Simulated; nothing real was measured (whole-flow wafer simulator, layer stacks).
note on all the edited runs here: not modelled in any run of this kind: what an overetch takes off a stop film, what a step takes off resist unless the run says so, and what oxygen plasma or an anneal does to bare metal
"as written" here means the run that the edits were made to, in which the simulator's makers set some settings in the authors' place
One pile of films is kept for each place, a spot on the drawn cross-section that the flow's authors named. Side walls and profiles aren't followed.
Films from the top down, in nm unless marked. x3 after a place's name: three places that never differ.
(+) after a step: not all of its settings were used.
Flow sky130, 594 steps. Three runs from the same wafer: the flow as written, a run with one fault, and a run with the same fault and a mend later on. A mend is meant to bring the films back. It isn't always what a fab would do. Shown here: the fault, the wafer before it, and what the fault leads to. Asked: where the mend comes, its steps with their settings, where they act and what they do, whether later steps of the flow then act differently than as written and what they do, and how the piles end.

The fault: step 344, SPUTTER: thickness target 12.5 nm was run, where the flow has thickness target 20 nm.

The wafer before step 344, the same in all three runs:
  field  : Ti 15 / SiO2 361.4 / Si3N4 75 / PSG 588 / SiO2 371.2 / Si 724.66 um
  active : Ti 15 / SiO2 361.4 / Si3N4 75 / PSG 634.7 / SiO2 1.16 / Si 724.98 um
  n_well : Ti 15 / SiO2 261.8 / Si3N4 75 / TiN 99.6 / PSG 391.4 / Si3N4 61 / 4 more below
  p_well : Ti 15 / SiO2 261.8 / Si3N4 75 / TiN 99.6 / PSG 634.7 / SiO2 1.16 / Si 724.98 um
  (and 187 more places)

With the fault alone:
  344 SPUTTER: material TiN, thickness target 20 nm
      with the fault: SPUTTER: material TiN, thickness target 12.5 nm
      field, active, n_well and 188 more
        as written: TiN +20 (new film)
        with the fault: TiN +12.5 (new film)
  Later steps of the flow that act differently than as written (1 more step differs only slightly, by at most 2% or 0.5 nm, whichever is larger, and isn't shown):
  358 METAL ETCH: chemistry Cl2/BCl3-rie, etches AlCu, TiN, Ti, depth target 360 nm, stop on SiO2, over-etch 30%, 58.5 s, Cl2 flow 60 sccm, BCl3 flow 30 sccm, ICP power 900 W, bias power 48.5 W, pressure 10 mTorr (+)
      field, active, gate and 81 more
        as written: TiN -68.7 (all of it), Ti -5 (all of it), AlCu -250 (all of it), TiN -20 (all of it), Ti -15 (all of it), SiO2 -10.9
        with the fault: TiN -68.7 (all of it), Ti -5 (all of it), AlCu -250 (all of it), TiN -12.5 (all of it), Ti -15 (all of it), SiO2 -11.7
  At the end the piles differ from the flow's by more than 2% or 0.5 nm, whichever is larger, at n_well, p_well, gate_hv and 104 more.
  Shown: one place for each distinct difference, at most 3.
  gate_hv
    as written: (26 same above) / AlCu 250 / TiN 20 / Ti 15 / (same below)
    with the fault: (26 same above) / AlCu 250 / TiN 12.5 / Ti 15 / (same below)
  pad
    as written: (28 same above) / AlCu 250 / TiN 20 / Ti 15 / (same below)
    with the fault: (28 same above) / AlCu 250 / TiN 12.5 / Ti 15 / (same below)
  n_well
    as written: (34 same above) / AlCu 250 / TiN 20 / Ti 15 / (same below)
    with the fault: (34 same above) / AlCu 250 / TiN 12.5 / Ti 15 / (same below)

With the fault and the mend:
  The mend comes after step 344.
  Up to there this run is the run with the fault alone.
  344a SPUTTER: material TiN, thickness target 7.5 nm (the flow's step 344 once more, with other settings)
      field, active, n_well and 188 more
        TiN +7.5
  No later step of the flow acts differently than as written at any place that is followed.
  At the end the piles are the same as the flow's at every place that both follow.
